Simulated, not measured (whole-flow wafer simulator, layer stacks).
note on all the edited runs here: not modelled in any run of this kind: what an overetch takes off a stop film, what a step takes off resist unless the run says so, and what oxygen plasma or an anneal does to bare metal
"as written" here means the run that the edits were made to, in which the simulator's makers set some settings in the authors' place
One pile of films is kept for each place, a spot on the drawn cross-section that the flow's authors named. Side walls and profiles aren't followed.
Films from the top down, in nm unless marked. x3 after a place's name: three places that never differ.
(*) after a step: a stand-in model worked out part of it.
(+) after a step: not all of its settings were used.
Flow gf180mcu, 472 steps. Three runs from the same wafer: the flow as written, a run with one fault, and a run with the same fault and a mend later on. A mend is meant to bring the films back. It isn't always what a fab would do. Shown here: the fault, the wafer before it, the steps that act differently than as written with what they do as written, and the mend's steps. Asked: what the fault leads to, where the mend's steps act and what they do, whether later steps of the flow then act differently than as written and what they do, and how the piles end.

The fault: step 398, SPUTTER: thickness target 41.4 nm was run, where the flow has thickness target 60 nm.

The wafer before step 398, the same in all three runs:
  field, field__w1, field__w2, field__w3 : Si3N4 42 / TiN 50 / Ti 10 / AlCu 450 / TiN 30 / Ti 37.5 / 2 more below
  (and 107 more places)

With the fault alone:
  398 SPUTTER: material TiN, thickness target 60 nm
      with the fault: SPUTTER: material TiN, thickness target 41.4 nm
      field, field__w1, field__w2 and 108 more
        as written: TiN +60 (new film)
        with the fault: TiN +41.4 (new film)
  Later steps of the flow that act differently than as written (7 more steps differ only slightly, by at most 2% or 0.5 nm, whichever is larger, and aren't shown):
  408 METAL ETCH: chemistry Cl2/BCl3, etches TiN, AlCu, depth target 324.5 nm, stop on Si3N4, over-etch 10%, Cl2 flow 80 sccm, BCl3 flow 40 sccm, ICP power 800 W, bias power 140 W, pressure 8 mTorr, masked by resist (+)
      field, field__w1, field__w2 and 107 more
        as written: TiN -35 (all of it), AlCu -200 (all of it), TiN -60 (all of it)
        with the fault: TiN -35 (all of it), AlCu -200 (all of it), TiN -41.4 (all of it)
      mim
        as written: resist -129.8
        with the fault: resist -121.6
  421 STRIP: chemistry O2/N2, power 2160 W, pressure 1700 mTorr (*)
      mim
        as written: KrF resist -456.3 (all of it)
        with the fault: KrF resist -470.3 (all of it)
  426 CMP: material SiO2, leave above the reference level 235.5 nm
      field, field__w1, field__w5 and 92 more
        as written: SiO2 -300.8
        with the fault: SiO2 -319.4
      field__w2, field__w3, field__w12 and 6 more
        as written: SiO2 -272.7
        with the fault: SiO2 -291.3
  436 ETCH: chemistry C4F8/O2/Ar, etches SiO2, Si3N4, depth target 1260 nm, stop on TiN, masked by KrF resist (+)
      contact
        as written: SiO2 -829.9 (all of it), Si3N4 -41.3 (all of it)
        with the fault: SiO2 -811.3 (all of it), Si3N4 -41.3 (all of it)
  At the end the piles differ from the flow's by more than 2% or 0.5 nm, whichever is larger, at field__w8, contact, m1, m1__w1, mim, m1_nw.
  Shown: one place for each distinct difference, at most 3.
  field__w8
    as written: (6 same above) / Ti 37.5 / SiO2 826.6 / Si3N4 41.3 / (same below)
    with the fault: (6 same above) / Ti 37.5 / SiO2 808 / Si3N4 41.3 / (same below)
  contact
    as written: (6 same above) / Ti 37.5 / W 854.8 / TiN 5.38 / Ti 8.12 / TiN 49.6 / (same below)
    with the fault: (6 same above) / Ti 37.5 / W 836.1 / TiN 5.44 / Ti 8.21 / TiN 49.6 / (same below)
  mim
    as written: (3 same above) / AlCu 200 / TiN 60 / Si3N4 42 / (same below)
    with the fault: (3 same above) / AlCu 200 / TiN 41.4 / Si3N4 42 / (same below)

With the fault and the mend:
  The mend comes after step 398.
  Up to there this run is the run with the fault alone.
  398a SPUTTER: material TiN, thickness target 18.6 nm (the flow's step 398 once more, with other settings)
      field, field__w1, field__w2 and 108 more
        TiN +18.6
  No later step of the flow acts differently than as written at any place that is followed.
  At the end the piles are the same as the flow's at every place that both follow.
